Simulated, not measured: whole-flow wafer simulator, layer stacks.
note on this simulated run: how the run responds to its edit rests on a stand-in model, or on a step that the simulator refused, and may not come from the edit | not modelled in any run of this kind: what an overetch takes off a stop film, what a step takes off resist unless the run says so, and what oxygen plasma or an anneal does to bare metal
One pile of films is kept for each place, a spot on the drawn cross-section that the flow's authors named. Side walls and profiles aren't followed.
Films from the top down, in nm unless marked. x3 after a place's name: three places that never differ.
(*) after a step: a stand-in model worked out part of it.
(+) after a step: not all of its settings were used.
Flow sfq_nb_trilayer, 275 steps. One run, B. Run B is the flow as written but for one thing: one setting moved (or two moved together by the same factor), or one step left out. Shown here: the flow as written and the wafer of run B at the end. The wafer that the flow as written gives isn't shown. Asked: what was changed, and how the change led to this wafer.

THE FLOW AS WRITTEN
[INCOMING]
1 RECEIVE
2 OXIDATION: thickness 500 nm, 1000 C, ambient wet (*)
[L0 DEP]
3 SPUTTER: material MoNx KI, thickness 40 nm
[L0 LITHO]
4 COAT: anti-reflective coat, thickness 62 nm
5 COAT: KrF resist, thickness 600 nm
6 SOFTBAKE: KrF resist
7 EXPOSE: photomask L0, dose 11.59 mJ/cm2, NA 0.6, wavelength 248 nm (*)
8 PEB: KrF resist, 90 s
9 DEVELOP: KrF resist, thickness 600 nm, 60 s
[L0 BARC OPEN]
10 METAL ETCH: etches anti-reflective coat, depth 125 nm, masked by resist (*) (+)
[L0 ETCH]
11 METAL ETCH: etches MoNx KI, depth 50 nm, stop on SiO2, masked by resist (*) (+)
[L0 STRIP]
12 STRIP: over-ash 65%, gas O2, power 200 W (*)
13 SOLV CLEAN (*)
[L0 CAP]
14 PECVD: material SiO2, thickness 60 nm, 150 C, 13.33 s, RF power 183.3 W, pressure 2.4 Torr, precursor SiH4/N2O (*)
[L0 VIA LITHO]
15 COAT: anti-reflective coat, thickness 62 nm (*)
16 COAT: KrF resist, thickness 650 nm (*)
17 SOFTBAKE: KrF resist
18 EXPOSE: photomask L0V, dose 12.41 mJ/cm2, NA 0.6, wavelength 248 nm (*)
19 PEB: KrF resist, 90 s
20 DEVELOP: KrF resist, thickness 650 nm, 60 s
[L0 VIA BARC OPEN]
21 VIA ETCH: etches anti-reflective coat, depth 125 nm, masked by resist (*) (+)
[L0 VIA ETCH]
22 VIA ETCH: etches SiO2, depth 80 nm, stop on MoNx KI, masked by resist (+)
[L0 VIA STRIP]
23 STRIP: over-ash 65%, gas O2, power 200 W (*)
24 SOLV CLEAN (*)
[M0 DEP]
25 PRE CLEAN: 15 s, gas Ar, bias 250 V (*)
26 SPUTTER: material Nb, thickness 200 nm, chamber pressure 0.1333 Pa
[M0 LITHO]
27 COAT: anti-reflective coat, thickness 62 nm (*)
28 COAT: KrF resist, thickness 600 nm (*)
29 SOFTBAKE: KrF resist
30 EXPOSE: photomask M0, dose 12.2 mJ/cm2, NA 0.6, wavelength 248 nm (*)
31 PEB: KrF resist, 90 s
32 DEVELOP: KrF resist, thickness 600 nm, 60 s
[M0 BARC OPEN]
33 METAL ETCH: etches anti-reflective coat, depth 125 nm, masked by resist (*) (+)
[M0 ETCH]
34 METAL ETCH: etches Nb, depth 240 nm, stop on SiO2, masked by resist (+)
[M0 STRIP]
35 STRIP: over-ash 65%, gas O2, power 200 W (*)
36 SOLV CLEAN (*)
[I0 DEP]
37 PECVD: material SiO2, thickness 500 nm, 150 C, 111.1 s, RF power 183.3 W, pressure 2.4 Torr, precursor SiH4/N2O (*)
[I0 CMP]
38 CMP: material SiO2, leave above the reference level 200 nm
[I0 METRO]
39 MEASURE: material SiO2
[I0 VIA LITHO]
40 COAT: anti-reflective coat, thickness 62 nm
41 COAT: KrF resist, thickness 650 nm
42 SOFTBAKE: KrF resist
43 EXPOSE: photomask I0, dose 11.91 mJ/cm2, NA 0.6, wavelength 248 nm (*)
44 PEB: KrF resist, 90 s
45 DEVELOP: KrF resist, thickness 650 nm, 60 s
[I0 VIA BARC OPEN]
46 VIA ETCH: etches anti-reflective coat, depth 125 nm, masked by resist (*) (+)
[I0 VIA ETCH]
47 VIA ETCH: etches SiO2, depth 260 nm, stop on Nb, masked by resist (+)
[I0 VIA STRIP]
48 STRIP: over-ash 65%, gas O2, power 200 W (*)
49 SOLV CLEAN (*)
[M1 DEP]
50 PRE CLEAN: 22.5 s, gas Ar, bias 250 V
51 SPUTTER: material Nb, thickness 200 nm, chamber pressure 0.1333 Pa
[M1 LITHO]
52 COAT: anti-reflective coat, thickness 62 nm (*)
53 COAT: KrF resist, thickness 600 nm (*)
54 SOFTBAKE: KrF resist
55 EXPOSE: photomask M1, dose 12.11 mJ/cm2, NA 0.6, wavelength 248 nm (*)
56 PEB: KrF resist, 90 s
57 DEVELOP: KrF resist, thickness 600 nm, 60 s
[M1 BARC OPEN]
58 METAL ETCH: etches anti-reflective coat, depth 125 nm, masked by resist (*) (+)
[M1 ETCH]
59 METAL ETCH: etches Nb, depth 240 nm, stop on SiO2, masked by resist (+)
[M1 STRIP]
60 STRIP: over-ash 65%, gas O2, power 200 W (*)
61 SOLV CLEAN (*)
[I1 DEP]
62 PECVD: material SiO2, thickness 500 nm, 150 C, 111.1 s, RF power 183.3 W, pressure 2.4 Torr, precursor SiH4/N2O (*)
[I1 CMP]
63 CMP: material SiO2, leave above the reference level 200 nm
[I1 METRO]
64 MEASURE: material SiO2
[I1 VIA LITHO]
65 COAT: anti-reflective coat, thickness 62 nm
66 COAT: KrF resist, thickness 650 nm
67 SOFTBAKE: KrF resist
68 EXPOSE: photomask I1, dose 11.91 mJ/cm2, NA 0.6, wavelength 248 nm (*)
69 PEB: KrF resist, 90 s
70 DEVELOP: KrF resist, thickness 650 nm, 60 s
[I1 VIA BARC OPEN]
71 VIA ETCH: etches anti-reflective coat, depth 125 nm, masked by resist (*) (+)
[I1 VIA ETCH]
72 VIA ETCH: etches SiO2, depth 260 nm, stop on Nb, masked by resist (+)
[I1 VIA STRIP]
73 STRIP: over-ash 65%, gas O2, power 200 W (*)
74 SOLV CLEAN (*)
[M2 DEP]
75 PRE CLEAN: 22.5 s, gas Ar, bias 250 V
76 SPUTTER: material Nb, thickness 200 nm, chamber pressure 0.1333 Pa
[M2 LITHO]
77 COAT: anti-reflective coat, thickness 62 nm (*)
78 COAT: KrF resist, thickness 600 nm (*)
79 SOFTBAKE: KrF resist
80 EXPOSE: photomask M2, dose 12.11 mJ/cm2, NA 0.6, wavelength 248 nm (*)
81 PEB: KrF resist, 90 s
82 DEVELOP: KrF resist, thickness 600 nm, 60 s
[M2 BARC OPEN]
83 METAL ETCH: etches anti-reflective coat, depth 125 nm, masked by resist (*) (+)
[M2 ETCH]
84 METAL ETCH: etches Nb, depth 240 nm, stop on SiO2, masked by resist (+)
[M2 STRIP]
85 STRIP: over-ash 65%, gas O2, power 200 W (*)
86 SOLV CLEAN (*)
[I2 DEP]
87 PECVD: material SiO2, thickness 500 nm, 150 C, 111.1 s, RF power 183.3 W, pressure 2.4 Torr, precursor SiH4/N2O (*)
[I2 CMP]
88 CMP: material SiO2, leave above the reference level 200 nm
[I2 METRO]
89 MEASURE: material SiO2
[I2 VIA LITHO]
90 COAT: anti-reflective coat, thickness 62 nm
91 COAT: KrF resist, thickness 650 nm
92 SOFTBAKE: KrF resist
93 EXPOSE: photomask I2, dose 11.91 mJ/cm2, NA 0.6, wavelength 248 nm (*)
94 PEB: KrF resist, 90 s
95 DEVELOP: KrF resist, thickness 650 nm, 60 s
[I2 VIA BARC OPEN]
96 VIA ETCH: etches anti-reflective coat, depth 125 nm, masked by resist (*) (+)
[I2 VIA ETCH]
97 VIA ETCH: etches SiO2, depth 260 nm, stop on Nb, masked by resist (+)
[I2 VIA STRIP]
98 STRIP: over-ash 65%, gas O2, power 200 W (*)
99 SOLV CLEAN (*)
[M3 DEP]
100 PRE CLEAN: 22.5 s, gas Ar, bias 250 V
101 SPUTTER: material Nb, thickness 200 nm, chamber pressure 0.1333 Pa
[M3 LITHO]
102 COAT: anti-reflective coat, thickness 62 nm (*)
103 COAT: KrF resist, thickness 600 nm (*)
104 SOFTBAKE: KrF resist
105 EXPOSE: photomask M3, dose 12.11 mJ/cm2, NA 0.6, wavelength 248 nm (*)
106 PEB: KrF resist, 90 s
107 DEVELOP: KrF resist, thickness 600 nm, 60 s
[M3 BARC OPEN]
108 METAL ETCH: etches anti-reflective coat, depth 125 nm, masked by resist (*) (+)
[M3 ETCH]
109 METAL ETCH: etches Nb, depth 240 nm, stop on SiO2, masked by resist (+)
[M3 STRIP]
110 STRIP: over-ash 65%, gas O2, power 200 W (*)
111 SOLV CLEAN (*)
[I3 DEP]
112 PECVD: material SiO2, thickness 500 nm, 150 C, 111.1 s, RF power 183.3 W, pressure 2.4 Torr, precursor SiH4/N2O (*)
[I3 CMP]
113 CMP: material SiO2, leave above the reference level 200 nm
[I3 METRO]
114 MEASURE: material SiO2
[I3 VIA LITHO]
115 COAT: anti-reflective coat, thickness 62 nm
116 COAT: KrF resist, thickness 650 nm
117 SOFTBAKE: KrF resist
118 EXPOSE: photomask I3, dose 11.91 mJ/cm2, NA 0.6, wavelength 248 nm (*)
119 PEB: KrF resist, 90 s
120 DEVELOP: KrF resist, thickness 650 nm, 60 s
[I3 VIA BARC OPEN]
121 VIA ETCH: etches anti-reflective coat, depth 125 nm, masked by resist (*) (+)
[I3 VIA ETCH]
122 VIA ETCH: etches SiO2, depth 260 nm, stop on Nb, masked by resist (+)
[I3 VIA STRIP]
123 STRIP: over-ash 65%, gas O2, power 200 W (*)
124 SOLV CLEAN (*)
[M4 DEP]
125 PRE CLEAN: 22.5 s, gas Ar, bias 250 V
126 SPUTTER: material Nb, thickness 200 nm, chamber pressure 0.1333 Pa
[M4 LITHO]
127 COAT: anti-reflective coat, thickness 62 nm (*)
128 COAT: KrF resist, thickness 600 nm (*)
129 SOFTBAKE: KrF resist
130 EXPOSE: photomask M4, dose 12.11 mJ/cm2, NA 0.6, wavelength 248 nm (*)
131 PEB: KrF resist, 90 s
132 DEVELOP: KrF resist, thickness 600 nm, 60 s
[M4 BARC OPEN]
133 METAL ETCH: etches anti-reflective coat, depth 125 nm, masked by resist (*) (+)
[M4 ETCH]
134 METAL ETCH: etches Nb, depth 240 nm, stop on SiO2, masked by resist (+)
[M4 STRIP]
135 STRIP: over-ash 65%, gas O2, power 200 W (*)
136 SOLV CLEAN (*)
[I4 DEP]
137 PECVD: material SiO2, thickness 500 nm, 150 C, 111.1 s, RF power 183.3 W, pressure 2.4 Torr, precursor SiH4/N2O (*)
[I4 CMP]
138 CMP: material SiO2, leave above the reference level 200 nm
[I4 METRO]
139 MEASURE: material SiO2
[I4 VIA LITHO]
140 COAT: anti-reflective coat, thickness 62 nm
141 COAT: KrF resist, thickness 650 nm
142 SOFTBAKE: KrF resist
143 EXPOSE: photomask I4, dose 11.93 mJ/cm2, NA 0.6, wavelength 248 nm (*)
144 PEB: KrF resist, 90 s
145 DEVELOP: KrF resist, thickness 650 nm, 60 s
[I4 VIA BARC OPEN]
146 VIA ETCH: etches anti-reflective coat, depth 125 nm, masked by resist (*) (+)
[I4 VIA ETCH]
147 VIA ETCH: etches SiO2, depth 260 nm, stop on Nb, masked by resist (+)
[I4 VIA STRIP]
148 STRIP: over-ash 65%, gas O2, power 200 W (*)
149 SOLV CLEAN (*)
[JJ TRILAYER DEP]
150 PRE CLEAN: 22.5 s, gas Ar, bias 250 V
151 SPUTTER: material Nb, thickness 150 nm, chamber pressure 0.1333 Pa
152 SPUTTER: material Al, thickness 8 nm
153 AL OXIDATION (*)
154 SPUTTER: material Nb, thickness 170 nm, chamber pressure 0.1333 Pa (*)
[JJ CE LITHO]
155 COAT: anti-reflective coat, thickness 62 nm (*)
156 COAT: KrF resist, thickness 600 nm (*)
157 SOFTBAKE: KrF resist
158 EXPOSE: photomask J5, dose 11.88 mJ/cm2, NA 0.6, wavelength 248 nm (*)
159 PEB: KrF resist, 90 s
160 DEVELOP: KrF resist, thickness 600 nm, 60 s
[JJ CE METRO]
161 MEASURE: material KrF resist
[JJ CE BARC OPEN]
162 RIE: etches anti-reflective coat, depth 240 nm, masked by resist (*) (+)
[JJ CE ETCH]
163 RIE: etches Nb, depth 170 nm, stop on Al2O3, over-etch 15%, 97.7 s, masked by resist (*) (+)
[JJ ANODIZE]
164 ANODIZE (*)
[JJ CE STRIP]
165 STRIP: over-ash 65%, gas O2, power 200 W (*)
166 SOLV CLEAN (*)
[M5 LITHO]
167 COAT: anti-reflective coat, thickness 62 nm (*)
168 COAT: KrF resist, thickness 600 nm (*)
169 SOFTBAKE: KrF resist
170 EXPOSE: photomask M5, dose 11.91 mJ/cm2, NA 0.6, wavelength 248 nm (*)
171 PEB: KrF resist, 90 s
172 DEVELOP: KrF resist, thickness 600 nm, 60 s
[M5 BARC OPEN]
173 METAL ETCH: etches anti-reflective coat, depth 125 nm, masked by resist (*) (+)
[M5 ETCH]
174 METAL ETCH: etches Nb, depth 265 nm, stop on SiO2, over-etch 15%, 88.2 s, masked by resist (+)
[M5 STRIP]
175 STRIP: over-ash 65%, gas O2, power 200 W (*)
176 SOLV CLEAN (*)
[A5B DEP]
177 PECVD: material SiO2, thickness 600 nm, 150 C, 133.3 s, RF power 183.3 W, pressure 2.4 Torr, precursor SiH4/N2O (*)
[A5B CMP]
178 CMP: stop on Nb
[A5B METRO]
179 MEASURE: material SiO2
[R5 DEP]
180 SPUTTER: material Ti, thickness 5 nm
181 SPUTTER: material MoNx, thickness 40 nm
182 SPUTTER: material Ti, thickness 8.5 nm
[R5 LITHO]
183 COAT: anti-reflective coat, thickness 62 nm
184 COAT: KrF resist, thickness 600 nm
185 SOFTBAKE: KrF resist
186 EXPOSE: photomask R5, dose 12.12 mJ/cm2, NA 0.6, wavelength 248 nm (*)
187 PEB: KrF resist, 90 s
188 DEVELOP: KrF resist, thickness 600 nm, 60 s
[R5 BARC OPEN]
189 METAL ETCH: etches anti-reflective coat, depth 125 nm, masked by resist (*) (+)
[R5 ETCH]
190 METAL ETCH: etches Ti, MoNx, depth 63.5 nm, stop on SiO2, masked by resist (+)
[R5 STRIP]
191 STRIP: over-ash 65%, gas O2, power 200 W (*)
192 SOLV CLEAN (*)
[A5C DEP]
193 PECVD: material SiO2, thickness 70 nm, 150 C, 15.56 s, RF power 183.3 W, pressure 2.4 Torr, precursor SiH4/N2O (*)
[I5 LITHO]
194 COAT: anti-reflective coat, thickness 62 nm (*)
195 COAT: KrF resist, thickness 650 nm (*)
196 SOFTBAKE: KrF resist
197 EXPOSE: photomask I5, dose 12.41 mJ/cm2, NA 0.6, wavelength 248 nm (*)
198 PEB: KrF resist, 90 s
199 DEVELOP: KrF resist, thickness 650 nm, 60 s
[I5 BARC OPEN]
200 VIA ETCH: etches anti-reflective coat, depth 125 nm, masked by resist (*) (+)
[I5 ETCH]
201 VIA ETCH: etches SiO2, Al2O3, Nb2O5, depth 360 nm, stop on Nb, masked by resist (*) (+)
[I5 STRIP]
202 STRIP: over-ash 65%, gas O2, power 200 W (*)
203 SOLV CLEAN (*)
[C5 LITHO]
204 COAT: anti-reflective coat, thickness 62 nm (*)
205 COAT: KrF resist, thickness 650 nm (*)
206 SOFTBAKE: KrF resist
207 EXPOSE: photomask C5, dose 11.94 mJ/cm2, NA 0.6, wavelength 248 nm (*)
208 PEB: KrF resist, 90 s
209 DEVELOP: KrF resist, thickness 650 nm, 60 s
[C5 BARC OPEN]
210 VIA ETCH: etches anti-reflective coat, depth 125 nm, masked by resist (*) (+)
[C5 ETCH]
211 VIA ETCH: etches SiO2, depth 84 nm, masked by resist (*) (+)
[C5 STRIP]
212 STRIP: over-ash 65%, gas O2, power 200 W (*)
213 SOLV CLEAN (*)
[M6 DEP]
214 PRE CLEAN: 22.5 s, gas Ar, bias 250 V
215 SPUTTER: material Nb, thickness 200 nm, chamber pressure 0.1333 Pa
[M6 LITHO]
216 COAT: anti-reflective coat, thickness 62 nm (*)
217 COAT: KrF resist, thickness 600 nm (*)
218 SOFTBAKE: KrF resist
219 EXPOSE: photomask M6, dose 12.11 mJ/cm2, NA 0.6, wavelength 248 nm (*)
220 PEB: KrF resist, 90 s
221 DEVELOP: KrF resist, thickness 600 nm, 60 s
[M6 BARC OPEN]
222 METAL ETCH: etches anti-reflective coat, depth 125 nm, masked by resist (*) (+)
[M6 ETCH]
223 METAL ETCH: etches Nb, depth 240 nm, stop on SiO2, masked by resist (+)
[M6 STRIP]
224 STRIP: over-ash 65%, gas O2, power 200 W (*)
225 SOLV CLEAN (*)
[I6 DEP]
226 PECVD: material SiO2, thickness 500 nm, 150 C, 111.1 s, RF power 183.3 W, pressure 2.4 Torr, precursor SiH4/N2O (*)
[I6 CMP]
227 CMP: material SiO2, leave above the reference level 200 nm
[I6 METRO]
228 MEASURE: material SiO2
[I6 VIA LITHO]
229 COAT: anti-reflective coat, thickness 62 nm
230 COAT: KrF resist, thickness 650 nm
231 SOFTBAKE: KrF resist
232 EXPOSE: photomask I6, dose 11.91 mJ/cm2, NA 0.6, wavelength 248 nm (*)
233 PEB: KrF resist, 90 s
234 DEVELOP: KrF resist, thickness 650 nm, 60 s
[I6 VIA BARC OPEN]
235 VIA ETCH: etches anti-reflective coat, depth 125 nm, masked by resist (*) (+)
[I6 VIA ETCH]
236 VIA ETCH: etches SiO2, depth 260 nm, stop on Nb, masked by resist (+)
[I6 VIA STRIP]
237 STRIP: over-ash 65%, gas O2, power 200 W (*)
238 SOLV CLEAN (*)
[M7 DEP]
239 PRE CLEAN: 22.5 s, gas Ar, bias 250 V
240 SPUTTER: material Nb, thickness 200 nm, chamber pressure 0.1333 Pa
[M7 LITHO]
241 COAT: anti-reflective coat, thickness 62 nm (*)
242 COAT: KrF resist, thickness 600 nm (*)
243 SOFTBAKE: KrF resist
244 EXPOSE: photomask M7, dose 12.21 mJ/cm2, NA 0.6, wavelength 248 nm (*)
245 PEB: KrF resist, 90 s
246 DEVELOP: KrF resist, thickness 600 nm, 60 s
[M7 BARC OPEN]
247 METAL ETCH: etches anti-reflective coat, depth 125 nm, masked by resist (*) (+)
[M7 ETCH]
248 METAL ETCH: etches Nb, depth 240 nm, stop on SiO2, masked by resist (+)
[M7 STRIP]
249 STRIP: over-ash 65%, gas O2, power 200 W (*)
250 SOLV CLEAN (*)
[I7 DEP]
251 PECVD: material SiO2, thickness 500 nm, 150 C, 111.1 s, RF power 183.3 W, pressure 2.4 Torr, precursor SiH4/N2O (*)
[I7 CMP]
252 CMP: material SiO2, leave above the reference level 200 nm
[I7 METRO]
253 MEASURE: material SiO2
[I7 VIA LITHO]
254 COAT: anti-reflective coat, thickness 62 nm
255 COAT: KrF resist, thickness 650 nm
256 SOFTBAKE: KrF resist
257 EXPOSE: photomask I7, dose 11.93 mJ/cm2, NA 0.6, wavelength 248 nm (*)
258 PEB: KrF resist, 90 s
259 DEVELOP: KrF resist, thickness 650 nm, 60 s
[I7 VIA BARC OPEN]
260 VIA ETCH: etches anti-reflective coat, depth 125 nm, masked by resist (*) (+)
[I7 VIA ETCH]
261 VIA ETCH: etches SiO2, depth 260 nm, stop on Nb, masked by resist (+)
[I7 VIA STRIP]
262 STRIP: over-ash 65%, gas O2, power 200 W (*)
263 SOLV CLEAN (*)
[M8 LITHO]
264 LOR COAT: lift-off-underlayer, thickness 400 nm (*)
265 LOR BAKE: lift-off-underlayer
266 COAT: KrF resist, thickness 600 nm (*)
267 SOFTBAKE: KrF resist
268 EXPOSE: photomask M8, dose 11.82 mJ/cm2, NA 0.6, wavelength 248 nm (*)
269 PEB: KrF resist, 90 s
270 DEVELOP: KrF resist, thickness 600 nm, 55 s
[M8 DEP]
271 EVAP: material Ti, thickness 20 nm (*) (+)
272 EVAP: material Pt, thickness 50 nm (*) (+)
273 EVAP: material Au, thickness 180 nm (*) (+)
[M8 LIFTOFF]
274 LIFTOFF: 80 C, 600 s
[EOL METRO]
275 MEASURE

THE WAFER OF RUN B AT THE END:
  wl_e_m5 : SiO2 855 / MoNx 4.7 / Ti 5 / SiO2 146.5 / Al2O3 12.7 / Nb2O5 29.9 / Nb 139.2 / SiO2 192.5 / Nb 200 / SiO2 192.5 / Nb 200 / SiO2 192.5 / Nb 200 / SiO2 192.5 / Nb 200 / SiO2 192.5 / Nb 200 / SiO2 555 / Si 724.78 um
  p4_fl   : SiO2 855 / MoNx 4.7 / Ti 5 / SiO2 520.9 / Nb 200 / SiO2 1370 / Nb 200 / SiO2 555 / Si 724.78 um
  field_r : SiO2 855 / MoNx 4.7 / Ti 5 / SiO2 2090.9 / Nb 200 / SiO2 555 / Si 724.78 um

The cause: step 190, METAL ETCH: depth 43.8 nm was run, where the flow has depth 63.5 nm.

How the change led to this, step by step:
  190 METAL ETCH: etches Ti, MoNx, depth 63.5 nm, stop on SiO2, masked by resist (+)
      field_l, v_sur, via_wl and 92 more: Ti -8.5 (all of it), MoNx -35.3 (as written it would be: Ti -8.5 (all of it), MoNx -40 (all of it), Ti -5 (all of it))
      ce_l, c5j, ce_r, wl_jj: Ti -8.5 (all of it), MoNx -35.3 (as written it would be: Ti -8.5 (all of it), MoNx -40 (all of it), Ti -5 (all of it), Nb -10)
      (and at 7 more places)
  193 PECVD: material SiO2, thickness 70 nm, 150 C, 15.56 s, RF power 183.3 W, pressure 2.4 Torr, precursor SiH4/N2O (*)
      field_l, v_sur, via_wl and 92 more: SiO2 +70 (new film) (as written it would be: SiO2 +70)
  194 COAT: anti-reflective coat, thickness 62 nm (*)
      wl_j_sl, wl_j_sr: anti-reflective coat +62 (new film) (as written it would be: anti-reflective coat +60.2 (new film))
      r5r_spacepad_l, r5r_spacepad_r: anti-reflective coat +80.2 (new film) (as written it would be: anti-reflective coat +84.4 (new film))
      (and at 11 more places)
  201 VIA ETCH: etches SiO2, Al2O3, Nb2O5, depth 360 nm, stop on Nb, masked by resist (*) (+)
      be: SiO2 -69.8 (all of it), MoNx -4.7 (all of it), Ti -5 (all of it), SiO2 -146.5 (all of it), Al2O3 -12.7 (all of it), Nb2O5 -29.9 (all of it) (as written it would be: SiO2 -216.4 (all of it), Al2O3 -12.7 (all of it), Nb2O5 -29.9 (all of it))
  202 STRIP: over-ash 65%, gas O2, power 200 W (*)
      wl_j_sl, wl_j_sr: KrF resist -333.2 (all of it), anti-reflective coat -62 (all of it) (as written it would be: KrF resist -333.3 (all of it), anti-reflective coat -60.2 (all of it))
      r5r_spacepad_l, r5r_spacepad_r: KrF resist -335.2 (all of it), anti-reflective coat -80.2 (all of it) (as written it would be: KrF resist -335.6 (all of it), anti-reflective coat -84.4 (all of it))
      (and at 11 more places)
  204 COAT: anti-reflective coat, thickness 62 nm (*)
      wl_j_sl, wl_j_sr: anti-reflective coat +62 (new film) (as written it would be: anti-reflective coat +60.2 (new film))
      r5r_spacepad_l, r5r_spacepad_r: anti-reflective coat +80.2 (new film) (as written it would be: anti-reflective coat +84.4 (new film))
      (and at 11 more places)
  210 VIA ETCH: etches anti-reflective coat, depth 125 nm, masked by resist (*) (+)
      c5j: anti-reflective coat -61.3 (all of it), SiO2 -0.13 (as written it would be: anti-reflective coat -63.9 (all of it), SiO2 -0.11)
  211 VIA ETCH: etches SiO2, depth 84 nm, masked by resist (*) (+)
      c5j: SiO2 -69.9 (all of it) (as written it would be: SiO2 -69.9 (all of it), Nb -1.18)
  212 STRIP: over-ash 65%, gas O2, power 200 W (*)
      wl_j_sl, wl_j_sr: KrF resist -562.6 (all of it), anti-reflective coat -62 (all of it) (as written it would be: KrF resist -563.4 (all of it), anti-reflective coat -60.2 (all of it))
      r5r_spacepad_l, r5r_spacepad_r: KrF resist -564.6 (all of it), anti-reflective coat -80.2 (all of it) (as written it would be: KrF resist -565.8 (all of it), anti-reflective coat -84.4 (all of it))
      (and at 10 more places)
  214 PRE CLEAN: 22.5 s, gas Ar, bias 250 V
      c5j: MoNx -4.7 (all of it), Ti -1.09 (as written it would be: Nb -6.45)
  215 SPUTTER: material Nb, thickness 200 nm, chamber pressure 0.1333 Pa
      c5j: Nb +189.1 (new film) (as written it would be: Nb +188.4)
  216 COAT: anti-reflective coat, thickness 62 nm (*)
      r5r_line_l, r5r_line_c, r5r_line_r: anti-reflective coat +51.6 (new film) (as written it would be: anti-reflective coat +50 (new film))
      wl_j_sl, wl_j_sr: anti-reflective coat +62 (new film) (as written it would be: anti-reflective coat +60.2 (new film))
      (and at 11 more places)
  222 METAL ETCH: etches anti-reflective coat, depth 125 nm, masked by resist (*) (+)
      r5r_line_l, r5r_line_c, r5r_line_r: anti-reflective coat -51.6 (all of it) (as written it would be: anti-reflective coat -50 (all of it))
      r5r_spacepad_l, r5r_spacepad_r: anti-reflective coat -81 (all of it) (as written it would be: anti-reflective coat -85.7 (all of it))
      (and at 1 more place)
  224 STRIP: over-ash 65%, gas O2, power 200 W (*)
      wl_j_sl, wl_j_sr: KrF resist -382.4 (all of it), anti-reflective coat -62 (all of it) (as written it would be: KrF resist -382.5 (all of it), anti-reflective coat -60.2 (all of it))
      be_sur: KrF resist -371 (all of it), anti-reflective coat -42.8 (all of it) (as written it would be: KrF resist -371.2 (all of it), anti-reflective coat -43.8 (all of it))
      (and at 7 more places)
  226 PECVD: material SiO2, thickness 500 nm, 150 C, 111.1 s, RF power 183.3 W, pressure 2.4 Torr, precursor SiH4/N2O (*)
      r5r_spacepad_l, r5r_spacepad_r: SiO2 +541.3 (as written it would be: SiO2 +553.5)
  227 CMP: material SiO2, leave above the reference level 200 nm
      ce_l, ce_r, wl_jj: SiO2 -300 (as written it would be: SiO2 -290)
      be_r, r_sur, r_end: SiO2 -343.8 (as written it would be: SiO2 -353.5)
      (and at 7 more places)
Counting metal films that touch as one body, wl_e_m5 has 7 bodies (between them, from the top down: SiO2 146.5 / Al2O3 12.7 / Nb2O5 29.9; SiO2 192.5; SiO2 192.5; SiO2 192.5; SiO2 192.5; SiO2 192.5); the flow as written gives 6 bodies (between them, from the top down: SiO2 192.5; SiO2 192.5; SiO2 192.5; SiO2 192.5; SiO2 192.5).
Counting metal films that touch as one body, p4_fl has 3 bodies (between them, from the top down: SiO2 520.9; SiO2 1370); the flow as written gives 2 bodies (between them, from the top down: SiO2 1370).
Counting metal films that touch as one body, field_r has 2 bodies (between them, from the top down: SiO2 2090.9); the flow as written gives 1 body.
